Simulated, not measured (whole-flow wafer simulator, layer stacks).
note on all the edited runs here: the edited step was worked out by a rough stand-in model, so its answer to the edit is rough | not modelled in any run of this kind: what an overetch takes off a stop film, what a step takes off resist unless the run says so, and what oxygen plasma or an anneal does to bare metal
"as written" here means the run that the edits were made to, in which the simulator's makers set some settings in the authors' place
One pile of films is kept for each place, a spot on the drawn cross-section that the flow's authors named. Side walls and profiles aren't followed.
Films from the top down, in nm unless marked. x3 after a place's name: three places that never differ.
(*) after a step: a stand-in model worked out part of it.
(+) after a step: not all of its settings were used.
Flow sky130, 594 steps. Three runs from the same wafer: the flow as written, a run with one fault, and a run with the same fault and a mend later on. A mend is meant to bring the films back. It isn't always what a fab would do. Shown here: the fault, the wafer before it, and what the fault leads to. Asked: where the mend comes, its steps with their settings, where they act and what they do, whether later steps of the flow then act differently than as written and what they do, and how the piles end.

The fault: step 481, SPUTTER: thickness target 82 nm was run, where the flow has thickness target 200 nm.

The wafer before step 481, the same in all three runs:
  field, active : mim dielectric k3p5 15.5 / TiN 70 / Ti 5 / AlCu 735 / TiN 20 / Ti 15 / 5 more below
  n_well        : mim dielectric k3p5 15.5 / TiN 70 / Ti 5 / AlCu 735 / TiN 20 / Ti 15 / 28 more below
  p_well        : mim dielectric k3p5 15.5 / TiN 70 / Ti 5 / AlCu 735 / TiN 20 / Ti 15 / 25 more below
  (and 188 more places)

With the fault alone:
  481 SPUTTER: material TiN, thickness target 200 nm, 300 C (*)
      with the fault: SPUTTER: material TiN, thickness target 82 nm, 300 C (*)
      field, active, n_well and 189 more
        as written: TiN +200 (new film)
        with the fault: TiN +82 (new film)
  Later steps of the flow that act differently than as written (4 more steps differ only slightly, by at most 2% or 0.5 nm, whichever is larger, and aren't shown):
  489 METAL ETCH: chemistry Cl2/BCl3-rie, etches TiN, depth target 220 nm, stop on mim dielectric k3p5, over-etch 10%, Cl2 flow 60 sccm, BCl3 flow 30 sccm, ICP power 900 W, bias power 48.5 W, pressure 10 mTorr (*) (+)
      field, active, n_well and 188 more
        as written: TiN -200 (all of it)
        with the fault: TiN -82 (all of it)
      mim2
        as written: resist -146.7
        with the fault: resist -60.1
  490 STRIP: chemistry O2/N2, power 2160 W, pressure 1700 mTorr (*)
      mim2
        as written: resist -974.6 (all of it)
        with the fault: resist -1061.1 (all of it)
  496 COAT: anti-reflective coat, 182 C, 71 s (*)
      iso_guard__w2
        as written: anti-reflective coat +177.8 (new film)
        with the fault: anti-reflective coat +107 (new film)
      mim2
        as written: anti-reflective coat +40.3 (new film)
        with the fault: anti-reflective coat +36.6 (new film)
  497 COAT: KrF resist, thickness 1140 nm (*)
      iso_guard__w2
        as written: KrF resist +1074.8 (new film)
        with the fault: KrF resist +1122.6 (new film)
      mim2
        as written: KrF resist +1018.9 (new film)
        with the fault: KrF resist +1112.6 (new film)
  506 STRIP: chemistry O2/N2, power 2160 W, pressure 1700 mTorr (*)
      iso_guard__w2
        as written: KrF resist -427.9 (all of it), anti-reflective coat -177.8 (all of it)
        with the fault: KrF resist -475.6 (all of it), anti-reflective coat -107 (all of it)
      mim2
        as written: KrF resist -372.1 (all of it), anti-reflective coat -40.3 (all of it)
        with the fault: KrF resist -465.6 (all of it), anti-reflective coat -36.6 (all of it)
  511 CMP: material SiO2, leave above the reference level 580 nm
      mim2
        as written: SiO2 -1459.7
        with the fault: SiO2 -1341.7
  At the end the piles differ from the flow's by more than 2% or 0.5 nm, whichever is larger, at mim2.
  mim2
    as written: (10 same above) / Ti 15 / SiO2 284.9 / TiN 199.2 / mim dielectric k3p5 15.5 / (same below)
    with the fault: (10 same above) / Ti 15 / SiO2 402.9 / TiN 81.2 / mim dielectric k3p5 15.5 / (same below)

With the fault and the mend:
  The mend comes after step 481.
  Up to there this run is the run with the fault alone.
  481a SPUTTER: material TiN, thickness target 118 nm, 300 C (*) (the flow's step 481 once more, with other settings)
      field, active, n_well and 189 more
        TiN +118
  No later step of the flow acts differently than as written at any place that is followed.
  At the end the piles are the same as the flow's at every place that both follow.
